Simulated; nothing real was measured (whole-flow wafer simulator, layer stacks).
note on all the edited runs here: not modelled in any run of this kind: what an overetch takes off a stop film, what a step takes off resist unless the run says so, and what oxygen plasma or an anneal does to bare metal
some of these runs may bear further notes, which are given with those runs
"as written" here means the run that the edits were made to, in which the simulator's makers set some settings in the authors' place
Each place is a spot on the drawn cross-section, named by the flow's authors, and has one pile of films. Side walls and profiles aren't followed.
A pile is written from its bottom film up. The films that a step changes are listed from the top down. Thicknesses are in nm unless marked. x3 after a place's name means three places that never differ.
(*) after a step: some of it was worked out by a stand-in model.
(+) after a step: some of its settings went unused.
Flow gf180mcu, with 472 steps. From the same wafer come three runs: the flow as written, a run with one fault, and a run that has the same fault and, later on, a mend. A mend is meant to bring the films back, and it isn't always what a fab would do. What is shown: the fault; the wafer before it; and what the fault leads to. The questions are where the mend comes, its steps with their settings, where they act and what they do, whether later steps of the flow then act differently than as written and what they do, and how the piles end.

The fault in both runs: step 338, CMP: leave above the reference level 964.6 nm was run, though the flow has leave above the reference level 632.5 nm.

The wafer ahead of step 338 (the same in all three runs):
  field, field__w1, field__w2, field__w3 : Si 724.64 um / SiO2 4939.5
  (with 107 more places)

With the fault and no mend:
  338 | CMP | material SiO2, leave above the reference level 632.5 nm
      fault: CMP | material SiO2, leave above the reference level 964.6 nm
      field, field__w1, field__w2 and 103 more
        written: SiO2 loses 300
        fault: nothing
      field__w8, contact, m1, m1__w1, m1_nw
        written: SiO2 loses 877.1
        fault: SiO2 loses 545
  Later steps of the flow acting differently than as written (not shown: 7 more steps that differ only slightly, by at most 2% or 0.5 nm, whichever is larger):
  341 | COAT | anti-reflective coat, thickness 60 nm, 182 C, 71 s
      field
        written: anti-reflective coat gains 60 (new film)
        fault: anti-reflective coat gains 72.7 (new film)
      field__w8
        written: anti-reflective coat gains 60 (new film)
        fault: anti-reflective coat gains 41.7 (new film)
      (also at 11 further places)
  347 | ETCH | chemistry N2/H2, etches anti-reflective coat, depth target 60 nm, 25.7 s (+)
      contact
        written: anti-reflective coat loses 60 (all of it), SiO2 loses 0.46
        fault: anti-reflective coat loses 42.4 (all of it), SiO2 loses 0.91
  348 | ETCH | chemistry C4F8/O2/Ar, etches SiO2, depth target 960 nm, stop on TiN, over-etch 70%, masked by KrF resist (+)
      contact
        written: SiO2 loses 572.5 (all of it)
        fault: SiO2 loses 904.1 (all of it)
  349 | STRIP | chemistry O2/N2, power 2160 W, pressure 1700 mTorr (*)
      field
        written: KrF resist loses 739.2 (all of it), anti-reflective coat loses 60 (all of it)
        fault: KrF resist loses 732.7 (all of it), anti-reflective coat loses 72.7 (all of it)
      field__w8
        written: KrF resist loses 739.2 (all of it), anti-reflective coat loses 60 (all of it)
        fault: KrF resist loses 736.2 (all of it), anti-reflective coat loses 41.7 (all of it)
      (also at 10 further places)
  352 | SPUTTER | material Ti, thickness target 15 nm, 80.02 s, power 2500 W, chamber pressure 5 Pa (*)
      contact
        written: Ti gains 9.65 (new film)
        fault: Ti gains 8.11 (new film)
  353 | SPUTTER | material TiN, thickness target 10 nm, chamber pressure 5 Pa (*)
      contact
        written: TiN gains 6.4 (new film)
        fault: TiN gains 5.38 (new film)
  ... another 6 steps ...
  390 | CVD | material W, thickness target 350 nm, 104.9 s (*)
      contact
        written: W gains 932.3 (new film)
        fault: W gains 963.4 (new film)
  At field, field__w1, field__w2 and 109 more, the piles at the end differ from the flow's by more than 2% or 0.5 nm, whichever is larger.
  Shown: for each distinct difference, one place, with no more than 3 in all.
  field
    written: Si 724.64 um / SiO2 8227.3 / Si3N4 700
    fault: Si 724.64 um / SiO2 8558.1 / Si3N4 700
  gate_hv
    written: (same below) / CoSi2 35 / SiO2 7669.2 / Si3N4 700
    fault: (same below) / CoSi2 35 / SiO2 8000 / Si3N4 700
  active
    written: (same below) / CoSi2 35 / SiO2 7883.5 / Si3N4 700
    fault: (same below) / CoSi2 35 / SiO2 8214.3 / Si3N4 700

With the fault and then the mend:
  The mend follows step 338.
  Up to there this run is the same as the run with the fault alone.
  338a | CMP | material SiO2, leave above the reference level 632.5 nm (a further turn of the flow's step 338)
      field, field__w1, field__w2 and 103 more
        SiO2 loses 300
      field__w8, contact, m1, m1__w1, m1_nw
        SiO2 loses 332.1
  None of the later steps of the flow acts differently than as written at any place that is followed.
  At every place that both follow, the piles at the end match the flow's.
